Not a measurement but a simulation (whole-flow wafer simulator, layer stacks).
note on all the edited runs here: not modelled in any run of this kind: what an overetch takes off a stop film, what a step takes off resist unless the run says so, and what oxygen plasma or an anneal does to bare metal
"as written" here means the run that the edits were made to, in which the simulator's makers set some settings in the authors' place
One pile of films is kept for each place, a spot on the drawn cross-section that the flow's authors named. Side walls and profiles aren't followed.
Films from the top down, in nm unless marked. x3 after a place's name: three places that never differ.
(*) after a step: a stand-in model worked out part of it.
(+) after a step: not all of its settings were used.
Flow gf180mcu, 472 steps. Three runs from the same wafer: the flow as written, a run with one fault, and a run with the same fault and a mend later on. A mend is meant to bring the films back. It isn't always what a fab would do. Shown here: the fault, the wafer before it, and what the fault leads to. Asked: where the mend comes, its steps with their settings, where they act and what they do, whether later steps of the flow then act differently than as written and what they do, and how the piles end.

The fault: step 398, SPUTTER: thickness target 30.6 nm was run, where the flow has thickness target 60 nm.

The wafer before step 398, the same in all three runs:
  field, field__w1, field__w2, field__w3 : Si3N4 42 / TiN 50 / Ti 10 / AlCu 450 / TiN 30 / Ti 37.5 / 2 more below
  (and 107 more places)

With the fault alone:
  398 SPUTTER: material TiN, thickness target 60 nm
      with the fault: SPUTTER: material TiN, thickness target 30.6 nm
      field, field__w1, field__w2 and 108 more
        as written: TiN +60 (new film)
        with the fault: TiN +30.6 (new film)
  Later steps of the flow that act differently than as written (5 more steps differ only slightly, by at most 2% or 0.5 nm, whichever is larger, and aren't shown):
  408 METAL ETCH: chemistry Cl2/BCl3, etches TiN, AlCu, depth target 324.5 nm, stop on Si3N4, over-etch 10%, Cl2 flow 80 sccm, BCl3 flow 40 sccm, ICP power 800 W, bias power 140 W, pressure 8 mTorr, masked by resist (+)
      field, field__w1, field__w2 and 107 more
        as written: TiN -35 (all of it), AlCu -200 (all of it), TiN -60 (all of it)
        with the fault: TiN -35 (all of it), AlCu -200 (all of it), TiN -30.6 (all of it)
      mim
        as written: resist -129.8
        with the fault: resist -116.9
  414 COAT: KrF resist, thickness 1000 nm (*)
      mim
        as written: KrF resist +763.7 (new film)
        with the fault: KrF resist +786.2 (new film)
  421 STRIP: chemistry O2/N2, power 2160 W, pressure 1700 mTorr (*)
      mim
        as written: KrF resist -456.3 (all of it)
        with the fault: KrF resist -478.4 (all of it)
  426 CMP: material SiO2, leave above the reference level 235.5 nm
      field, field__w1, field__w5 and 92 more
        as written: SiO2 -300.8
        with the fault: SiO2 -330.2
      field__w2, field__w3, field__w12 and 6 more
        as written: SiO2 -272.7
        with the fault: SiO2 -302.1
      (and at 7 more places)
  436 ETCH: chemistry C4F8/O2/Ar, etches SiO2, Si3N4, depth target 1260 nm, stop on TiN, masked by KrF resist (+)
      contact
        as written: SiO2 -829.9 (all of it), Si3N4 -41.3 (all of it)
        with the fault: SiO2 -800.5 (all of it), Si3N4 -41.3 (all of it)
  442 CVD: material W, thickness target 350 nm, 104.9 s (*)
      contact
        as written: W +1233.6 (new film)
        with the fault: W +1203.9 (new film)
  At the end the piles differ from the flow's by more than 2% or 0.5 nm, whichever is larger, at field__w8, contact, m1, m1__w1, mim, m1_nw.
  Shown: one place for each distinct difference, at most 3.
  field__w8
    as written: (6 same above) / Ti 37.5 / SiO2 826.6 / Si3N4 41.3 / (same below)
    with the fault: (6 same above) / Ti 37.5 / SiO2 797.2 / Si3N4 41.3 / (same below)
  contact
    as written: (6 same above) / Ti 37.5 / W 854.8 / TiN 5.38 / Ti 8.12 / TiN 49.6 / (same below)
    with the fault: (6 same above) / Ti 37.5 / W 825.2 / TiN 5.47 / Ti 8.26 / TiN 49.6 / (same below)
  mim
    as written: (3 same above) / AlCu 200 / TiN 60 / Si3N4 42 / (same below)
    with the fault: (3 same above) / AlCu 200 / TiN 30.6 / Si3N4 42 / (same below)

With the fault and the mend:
  The mend comes after step 398.
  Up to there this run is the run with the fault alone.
  398a SPUTTER: material TiN, thickness target 29.4 nm (the flow's step 398 once more, with other settings)
      field, field__w1, field__w2 and 108 more
        TiN +29.4
  No later step of the flow acts differently than as written at any place that is followed.
  At the end the piles are the same as the flow's at every place that both follow.
